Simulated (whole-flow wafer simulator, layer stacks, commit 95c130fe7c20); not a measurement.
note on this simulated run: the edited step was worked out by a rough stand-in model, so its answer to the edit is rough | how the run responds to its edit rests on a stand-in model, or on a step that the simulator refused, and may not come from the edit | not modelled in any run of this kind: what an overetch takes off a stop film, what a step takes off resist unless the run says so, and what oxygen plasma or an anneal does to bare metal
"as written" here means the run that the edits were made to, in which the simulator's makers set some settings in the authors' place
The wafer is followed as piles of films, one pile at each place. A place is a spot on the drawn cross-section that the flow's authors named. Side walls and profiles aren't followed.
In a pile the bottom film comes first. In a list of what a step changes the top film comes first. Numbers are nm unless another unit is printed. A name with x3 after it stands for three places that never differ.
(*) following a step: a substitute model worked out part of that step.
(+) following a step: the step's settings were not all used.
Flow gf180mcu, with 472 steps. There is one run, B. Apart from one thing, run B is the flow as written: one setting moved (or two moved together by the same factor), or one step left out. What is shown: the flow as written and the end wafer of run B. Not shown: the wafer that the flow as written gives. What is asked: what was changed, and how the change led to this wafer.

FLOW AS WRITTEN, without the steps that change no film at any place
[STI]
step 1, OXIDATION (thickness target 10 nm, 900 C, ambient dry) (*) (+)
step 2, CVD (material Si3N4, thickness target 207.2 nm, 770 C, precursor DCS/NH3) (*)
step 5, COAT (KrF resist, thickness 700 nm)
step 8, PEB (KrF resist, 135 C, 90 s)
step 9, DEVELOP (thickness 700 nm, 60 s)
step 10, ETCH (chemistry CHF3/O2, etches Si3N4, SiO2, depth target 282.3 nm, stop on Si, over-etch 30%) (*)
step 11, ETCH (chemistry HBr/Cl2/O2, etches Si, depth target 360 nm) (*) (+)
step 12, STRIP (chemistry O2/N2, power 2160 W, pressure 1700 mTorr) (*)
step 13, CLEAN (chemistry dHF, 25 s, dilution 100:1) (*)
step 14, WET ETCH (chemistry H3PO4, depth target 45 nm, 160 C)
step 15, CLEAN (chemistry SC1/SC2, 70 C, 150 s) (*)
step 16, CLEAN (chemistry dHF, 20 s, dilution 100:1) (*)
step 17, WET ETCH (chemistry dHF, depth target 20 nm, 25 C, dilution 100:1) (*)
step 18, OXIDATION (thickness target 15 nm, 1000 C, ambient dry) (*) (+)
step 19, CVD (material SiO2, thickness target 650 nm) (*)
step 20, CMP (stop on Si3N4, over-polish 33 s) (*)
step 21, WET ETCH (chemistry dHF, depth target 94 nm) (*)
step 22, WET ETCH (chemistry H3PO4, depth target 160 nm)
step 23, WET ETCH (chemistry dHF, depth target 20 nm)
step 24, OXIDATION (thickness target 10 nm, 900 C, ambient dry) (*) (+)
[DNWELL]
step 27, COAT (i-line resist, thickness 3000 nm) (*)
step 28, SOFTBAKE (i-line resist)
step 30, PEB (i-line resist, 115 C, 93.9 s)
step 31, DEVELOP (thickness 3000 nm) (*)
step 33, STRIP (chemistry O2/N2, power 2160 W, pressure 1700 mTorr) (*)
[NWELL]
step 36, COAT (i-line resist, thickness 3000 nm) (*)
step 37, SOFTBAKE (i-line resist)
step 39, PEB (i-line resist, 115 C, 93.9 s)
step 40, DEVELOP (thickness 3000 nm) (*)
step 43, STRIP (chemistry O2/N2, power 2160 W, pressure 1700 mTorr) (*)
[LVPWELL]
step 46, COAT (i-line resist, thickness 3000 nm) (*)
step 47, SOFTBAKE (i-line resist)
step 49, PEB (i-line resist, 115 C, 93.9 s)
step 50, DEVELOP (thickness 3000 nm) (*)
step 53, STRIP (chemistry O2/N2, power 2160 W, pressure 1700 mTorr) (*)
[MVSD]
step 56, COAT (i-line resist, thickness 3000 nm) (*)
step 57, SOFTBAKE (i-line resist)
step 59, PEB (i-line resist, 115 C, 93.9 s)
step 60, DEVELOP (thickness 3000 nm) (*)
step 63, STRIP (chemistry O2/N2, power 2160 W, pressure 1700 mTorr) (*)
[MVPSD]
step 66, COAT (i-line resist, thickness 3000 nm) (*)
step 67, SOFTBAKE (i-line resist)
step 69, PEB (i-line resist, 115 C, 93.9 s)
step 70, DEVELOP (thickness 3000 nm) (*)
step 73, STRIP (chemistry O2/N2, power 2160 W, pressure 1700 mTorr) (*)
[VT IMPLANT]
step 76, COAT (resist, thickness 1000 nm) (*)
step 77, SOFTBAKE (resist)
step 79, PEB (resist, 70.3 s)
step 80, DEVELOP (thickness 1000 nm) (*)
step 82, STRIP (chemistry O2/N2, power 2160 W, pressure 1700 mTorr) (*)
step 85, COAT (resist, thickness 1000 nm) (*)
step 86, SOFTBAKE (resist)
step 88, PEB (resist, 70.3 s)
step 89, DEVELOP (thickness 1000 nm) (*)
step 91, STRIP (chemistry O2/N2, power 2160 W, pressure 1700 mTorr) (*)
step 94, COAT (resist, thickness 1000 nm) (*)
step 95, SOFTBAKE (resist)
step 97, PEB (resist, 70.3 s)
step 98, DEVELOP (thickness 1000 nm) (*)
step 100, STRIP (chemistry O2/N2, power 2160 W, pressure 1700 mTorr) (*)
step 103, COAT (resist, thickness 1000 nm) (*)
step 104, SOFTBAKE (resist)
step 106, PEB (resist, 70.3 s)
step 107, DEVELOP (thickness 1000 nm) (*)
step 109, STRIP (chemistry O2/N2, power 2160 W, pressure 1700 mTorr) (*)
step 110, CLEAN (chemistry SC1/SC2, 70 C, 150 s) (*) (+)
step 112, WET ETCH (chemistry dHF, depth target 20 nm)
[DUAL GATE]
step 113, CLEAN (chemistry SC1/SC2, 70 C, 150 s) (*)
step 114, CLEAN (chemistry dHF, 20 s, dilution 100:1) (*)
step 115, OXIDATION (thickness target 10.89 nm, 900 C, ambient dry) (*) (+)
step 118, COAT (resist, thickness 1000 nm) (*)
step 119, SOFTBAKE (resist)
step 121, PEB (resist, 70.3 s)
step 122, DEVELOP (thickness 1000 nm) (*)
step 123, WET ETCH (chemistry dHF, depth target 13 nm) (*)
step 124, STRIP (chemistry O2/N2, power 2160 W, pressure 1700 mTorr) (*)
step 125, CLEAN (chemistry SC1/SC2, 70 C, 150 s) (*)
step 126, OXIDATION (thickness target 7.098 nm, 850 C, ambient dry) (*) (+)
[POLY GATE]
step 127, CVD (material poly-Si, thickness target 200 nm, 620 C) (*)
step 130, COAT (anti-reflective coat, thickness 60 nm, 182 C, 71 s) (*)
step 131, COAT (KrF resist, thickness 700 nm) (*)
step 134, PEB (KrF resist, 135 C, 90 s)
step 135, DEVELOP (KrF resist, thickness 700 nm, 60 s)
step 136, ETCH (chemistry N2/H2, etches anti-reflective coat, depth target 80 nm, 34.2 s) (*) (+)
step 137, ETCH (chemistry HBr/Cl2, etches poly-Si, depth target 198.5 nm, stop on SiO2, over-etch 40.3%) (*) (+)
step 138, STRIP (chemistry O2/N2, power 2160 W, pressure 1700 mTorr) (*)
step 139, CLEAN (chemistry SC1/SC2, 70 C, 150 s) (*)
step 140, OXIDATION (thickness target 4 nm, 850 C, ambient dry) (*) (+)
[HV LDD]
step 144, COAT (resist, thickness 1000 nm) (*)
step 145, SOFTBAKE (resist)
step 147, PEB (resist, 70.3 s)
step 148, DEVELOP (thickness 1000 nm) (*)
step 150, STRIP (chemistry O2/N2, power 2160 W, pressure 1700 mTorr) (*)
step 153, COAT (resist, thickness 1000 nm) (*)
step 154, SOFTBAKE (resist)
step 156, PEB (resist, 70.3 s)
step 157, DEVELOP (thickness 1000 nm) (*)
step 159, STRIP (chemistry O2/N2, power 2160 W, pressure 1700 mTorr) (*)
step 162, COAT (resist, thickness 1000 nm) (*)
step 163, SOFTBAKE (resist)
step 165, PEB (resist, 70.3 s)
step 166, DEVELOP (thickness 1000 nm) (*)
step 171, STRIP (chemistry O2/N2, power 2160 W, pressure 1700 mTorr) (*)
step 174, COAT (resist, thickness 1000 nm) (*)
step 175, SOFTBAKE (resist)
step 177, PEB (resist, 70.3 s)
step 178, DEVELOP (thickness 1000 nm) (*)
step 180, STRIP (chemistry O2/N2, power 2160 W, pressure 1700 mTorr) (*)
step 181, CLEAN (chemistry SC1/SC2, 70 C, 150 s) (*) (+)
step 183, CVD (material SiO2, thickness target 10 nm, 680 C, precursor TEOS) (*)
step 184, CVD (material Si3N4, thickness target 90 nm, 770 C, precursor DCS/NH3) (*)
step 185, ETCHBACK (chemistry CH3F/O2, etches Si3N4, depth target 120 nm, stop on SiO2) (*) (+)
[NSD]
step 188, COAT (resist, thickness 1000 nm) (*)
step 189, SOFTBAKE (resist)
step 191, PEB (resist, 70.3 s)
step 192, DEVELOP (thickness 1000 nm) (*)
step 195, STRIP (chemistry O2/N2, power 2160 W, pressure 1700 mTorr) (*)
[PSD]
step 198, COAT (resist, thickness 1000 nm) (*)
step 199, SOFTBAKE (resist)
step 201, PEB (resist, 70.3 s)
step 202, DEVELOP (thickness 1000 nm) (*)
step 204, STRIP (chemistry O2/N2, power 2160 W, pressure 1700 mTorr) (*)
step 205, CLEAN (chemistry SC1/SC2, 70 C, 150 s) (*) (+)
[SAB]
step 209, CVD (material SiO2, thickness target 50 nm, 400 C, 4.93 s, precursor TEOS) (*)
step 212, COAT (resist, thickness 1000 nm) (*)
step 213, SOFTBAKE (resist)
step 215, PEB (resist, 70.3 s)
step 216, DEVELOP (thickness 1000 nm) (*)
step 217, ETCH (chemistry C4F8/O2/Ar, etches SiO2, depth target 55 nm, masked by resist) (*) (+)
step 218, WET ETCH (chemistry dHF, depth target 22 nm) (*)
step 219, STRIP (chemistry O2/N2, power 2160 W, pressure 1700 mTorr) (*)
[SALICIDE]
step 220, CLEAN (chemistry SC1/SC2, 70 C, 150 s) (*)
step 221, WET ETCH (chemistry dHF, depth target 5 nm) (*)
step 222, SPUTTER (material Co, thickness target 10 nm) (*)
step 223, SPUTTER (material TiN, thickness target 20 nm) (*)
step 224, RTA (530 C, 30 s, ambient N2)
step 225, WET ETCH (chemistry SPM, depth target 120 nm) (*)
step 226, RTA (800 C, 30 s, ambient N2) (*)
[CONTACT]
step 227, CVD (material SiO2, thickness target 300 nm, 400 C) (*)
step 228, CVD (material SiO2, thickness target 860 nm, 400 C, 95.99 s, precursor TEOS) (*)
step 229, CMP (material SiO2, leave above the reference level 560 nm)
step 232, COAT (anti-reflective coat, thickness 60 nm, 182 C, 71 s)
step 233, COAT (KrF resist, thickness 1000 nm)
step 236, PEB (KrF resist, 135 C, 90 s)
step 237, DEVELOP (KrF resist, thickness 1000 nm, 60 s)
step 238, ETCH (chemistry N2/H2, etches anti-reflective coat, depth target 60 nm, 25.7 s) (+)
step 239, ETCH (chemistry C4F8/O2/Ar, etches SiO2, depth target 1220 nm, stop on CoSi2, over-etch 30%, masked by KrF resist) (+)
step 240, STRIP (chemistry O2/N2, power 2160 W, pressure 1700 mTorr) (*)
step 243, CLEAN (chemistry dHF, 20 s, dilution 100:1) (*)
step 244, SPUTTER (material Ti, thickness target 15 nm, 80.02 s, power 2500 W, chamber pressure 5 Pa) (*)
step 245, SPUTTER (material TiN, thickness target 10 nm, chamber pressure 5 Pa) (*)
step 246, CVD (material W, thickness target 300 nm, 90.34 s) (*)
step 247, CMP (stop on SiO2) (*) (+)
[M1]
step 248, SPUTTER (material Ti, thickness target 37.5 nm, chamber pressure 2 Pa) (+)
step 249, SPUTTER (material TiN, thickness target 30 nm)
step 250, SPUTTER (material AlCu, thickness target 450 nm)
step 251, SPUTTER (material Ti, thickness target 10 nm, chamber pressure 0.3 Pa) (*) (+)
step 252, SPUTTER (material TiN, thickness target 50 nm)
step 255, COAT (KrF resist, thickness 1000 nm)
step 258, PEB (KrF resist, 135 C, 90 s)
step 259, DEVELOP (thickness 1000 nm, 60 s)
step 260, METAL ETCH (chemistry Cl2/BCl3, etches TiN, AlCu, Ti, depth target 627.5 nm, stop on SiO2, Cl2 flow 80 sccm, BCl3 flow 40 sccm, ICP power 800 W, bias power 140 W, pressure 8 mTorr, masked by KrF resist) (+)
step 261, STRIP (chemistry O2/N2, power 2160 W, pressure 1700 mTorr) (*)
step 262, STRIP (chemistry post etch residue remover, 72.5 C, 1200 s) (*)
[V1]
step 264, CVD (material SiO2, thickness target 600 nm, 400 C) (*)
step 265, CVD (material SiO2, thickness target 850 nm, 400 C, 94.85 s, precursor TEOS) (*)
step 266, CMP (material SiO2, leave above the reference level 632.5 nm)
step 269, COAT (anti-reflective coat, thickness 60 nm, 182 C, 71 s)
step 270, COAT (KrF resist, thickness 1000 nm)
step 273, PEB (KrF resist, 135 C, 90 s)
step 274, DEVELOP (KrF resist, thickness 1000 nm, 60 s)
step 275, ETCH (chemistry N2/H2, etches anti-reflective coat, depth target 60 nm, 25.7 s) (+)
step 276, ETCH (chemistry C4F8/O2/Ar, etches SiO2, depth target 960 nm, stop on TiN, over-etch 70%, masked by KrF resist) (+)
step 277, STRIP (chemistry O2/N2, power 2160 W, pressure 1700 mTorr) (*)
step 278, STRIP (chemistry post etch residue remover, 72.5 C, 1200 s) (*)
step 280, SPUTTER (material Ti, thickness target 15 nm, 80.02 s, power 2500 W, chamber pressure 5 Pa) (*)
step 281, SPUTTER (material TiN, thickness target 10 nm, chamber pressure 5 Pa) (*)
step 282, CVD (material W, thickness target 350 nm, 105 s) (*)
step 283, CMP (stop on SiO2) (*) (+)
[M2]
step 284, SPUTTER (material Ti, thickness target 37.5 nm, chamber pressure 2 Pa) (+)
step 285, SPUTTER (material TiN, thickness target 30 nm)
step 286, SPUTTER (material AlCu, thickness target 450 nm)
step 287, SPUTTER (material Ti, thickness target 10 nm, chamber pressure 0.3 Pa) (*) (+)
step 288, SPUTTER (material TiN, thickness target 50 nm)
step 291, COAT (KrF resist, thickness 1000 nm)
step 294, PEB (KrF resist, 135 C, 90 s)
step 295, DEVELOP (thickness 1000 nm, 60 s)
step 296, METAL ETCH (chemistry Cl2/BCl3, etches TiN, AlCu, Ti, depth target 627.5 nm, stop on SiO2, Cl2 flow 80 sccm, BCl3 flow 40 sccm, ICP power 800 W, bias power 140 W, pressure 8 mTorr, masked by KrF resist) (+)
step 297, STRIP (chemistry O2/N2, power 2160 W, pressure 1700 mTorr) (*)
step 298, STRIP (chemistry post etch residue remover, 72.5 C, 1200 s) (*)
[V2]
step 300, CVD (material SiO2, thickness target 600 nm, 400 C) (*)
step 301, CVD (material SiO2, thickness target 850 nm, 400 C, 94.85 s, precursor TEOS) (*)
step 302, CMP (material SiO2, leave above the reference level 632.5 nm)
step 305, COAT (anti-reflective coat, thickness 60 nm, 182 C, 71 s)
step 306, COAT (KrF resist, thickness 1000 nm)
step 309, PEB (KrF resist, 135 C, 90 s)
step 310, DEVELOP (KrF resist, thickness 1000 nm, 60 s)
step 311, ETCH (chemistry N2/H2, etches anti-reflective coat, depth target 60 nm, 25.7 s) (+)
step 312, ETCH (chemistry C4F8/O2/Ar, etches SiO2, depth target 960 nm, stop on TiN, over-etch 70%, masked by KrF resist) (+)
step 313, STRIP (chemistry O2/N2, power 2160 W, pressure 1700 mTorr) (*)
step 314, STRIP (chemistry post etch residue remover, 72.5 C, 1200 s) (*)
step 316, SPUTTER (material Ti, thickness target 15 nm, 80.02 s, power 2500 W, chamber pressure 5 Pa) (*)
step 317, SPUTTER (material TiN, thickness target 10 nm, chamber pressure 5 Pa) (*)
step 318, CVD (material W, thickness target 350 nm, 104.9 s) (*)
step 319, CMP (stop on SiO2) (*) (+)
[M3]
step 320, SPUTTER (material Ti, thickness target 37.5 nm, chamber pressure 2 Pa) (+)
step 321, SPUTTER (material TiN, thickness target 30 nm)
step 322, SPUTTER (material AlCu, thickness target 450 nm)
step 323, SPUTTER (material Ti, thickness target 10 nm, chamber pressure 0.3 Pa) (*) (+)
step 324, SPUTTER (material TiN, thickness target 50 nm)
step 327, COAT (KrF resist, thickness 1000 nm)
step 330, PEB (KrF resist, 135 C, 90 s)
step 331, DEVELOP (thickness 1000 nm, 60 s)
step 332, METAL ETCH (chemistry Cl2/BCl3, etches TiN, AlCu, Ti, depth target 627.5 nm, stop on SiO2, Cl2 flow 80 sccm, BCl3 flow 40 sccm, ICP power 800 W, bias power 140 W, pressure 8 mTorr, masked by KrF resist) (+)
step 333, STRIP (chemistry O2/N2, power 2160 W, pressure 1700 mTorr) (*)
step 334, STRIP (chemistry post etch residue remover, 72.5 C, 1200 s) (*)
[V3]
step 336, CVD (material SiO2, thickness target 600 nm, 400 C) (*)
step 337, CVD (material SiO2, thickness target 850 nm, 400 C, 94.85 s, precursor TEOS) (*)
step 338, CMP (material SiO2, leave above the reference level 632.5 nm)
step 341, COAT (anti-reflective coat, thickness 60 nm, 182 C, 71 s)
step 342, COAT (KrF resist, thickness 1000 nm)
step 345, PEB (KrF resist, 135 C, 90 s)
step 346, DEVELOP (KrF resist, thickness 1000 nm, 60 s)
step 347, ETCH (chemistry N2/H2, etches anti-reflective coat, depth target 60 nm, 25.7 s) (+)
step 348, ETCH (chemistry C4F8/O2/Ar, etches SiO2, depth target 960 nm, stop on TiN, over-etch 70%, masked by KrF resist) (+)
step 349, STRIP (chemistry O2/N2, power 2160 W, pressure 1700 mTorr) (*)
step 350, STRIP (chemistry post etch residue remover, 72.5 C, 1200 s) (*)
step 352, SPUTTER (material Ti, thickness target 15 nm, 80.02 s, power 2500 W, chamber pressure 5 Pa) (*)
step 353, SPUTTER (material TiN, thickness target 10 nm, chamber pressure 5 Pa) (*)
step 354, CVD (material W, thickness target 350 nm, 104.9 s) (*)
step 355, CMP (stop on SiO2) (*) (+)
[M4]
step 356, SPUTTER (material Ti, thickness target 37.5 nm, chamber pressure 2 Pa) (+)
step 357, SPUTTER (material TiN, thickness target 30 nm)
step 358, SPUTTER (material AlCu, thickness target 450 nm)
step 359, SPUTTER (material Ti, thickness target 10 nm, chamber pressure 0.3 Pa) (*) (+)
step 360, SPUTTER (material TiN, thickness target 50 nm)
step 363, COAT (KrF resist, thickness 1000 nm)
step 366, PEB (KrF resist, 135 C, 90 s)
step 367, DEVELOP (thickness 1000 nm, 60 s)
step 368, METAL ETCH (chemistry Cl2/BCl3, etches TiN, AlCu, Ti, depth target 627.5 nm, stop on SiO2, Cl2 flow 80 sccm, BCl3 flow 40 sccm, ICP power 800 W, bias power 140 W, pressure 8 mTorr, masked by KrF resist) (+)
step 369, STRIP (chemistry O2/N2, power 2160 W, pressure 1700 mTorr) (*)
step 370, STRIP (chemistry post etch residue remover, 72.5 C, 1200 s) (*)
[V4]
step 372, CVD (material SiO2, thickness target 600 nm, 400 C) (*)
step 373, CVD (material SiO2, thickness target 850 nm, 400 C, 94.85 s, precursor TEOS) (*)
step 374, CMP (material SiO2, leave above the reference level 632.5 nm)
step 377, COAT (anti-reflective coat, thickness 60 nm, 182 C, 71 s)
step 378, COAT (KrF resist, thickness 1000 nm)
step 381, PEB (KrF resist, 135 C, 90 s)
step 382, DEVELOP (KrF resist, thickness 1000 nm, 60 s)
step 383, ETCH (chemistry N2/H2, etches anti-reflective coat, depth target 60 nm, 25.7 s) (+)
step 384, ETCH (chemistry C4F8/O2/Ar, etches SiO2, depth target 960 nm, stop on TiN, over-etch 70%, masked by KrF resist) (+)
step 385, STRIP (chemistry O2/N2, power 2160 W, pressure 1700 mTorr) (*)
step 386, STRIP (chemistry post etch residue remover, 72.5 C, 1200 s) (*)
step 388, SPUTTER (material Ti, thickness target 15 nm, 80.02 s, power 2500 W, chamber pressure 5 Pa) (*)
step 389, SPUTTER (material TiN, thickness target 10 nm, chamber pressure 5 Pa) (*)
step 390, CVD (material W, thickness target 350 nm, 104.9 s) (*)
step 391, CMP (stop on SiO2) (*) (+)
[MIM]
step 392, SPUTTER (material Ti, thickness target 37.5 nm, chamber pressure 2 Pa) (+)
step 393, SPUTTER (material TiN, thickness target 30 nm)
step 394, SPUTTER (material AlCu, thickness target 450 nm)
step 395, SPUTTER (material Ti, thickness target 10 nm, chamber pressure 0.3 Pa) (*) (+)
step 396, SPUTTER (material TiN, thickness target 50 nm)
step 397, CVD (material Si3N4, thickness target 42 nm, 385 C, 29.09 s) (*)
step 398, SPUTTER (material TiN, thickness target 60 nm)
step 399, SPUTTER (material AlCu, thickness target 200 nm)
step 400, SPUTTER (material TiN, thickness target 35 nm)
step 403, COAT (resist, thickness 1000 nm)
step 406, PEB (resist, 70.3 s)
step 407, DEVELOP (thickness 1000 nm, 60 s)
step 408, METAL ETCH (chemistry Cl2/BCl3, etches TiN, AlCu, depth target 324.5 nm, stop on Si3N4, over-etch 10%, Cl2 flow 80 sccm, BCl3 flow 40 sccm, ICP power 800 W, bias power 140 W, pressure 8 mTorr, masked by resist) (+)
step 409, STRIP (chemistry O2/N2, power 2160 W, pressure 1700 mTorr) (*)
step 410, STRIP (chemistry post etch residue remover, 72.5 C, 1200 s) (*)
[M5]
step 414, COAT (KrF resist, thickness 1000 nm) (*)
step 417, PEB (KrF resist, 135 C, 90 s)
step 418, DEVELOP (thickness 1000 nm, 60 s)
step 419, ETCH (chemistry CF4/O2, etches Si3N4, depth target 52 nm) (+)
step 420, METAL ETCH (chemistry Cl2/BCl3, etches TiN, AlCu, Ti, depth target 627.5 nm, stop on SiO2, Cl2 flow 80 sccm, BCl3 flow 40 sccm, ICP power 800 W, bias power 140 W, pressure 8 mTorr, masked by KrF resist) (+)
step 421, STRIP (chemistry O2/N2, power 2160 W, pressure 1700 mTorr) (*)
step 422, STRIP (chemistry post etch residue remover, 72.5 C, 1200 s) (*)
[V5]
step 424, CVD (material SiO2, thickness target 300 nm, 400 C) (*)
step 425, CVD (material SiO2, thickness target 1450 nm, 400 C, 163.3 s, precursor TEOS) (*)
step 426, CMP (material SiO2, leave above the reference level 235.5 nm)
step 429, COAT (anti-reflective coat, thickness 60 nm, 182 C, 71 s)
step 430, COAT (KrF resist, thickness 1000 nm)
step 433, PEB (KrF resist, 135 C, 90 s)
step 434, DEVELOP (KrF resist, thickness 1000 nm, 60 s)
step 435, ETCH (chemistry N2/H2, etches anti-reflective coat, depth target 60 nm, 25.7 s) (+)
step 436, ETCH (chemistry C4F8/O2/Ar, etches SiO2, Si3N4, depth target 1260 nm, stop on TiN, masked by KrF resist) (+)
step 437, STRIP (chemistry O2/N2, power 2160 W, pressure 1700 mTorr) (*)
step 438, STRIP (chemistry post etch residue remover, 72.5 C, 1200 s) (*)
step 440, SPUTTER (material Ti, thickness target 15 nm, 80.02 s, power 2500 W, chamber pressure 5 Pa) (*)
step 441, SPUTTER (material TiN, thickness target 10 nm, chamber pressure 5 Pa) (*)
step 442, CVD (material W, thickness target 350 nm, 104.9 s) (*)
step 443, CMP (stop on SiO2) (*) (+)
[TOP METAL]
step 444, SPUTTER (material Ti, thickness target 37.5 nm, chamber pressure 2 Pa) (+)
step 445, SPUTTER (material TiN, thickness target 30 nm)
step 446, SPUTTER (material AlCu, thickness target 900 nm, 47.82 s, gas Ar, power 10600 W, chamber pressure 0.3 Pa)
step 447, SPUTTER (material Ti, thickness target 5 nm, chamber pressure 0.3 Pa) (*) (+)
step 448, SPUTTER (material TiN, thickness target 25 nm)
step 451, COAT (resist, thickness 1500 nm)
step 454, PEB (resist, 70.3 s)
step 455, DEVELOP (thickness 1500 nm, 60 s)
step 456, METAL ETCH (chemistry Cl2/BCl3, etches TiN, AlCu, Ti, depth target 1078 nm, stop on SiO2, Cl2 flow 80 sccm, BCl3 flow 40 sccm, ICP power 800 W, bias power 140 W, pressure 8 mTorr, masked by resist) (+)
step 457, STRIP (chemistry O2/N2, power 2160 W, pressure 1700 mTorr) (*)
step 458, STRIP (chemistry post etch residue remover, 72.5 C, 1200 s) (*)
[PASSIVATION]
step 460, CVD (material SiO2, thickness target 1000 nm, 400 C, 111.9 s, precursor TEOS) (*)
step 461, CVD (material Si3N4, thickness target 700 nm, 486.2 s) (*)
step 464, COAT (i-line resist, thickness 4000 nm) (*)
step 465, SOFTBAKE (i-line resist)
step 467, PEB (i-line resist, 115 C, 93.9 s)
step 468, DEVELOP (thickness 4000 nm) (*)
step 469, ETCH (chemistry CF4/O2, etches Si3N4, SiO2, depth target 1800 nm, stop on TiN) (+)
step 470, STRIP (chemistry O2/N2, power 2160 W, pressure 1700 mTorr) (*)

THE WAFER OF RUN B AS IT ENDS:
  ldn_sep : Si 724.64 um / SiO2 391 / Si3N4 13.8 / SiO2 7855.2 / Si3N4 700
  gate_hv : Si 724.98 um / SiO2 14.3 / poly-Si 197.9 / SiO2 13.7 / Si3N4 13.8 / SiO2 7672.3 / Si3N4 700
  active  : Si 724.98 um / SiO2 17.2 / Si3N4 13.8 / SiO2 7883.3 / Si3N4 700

The reason: step 184, CVD: thickness target 138 nm was run, whereas the flow has thickness target 90 nm.

How this came from the change, step by step:
  step 184, CVD (material Si3N4, thickness target 90 nm, 770 C, precursor DCS/NH3) (*)
      field, field__w1, field__w2 and 101 more: Si3N4 gains 138 (new film) (in the flow as written it would be: Si3N4 gains 90 (new film))
  step 185, ETCHBACK (chemistry CH3F/O2, etches Si3N4, depth target 120 nm, stop on SiO2) (*) (+)
      field, field__w1, field__w2 and 100 more: Si3N4 loses 120 (in the flow as written it would be: Si3N4 loses 90 (all of it), SiO2 loses 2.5)
  step 188, COAT (resist, thickness 1000 nm) (*)
      field__w9: resist gains 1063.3 (new film) (in the flow as written it would be: resist gains 1041.8 (new film))
      spacer: resist gains 893.1 (new film) (in the flow as written it would be: resist gains 920.2 (new film))
  step 189, SOFTBAKE (resist)
      field__w9: resist loses 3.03 (in the flow as written it would be: resist gains 6.92)
      field__w11: resist loses 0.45 (in the flow as written it would be: resist gains 0.14)
      (and at 28 other places as well)
  step 192, DEVELOP (thickness 1000 nm) (*)
      spacer: resist loses 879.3 (all of it) (in the flow as written it would be: resist loses 905.9 (all of it))
  step 198, COAT (resist, thickness 1000 nm) (*)
      field__w9: resist gains 1063.3 (new film) (in the flow as written it would be: resist gains 1041.8 (new film))
      spacer: resist gains 893.1 (new film) (in the flow as written it would be: resist gains 920.2 (new film))
  step 199, SOFTBAKE (resist)
      field__w9: resist loses 3.03 (in the flow as written it would be: resist gains 6.92)
      field__w11: resist loses 0.45 (in the flow as written it would be: resist gains 0.14)
      (and at 29 other places as well)
  step 204, STRIP (chemistry O2/N2, power 2160 W, pressure 1700 mTorr) (*)
      spacer: resist loses 879.3 (all of it) (in the flow as written it would be: resist loses 905.9 (all of it))
  step 205, CLEAN (chemistry SC1/SC2, 70 C, 150 s) (*) (+)
      field, field__w1, field__w2 and 105 more: Si3N4 loses 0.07 (in the flow as written it would be: SiO2 loses 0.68)
  step 209, CVD (material SiO2, thickness target 50 nm, 400 C, 4.93 s, precursor TEOS) (*)
      field, field__w7, field__w8 and 73 more: SiO2 gains 50 (new film) (in the flow as written it would be: SiO2 gains 50)
      field_sub, field_sub__w2, ld_drn_n, ld_sd_p: SiO2 gains 48.7 (new film) (in the flow as written it would be: SiO2 gains 48.8)
      (and at 28 other places as well)
  step 212, COAT (resist, thickness 1000 nm) (*)
      spacer: resist gains 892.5 (new film) (in the flow as written it would be: resist gains 919.4 (new film))
  step 213, SOFTBAKE (resist)
      npoly_sal: resist gains 0.5 (in the flow as written it would be: resist loses 0.55)
      field__w1: resist gains 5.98 (in the flow as written it would be: resist gains 5.43)
      (and at 18 other places as well)
  step 216, DEVELOP (thickness 1000 nm) (*)
      spacer: resist loses 878.8 (all of it) (in the flow as written it would be: resist loses 905.1 (all of it))
  step 217, ETCH (chemistry C4F8/O2/Ar, etches SiO2, depth target 55 nm, masked by resist) (*) (+)
      field, field__w7, field__w8 and 70 more: SiO2 loses 50 (all of it), Si3N4 loses 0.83 (in the flow as written it would be: SiO2 loses 55)
      field__w1, m1, nw_enc_fld_lv__w3: SiO2 loses 49.2 (all of it), Si3N4 loses 0.97 (in the flow as written it would be: SiO2 loses 55)
      (and at 23 other places as well)
  step 218, WET ETCH (chemistry dHF, depth target 22 nm) (*)
      gate, gate_hv, gate_p and 23 more: Si3N4 loses 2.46 (in the flow as written it would be: SiO2 loses 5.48 (all of it))
      field, field__w10, sti and 14 more: Si3N4 loses 2.46 (in the flow as written it would be: SiO2 loses 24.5)
      (and at 56 other places as well)
  step 219, STRIP (chemistry O2/N2, power 2160 W, pressure 1700 mTorr) (*)
      gate, gate_hv, gate_p and 23 more: nothing (in the flow as written it would be: chemical SiO2 gains 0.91 (new film), poly-Si loses 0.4)
      active, p_well, sd_n and 20 more: nothing (in the flow as written it would be: chemical SiO2 gains 0.91 (new film), Si loses 0.4)
  ... 14 further steps ...
  step 471, ANNEAL (400 C, 1800 s, ambient N2/H2)
      polyc_n, polyc_p: under 9 films: void gains 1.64 (new film), Ti loses 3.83, TiSi first gains 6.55 (new film), poly-Si loses 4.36 (in the flow as written it would be: nothing)
      contact: under 49 films: void gains 1.62 (new film), Ti loses 3.83, TiSi first gains 6.55 (new film), Si loses 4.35 (in the flow as written it would be: nothing)
Taking metal films that touch as one body, gate_hv has 0 bodies; the flow as written gives 1 body.
Taking metal films that touch as one body, active has 0 bodies; the flow as written gives 1 body.
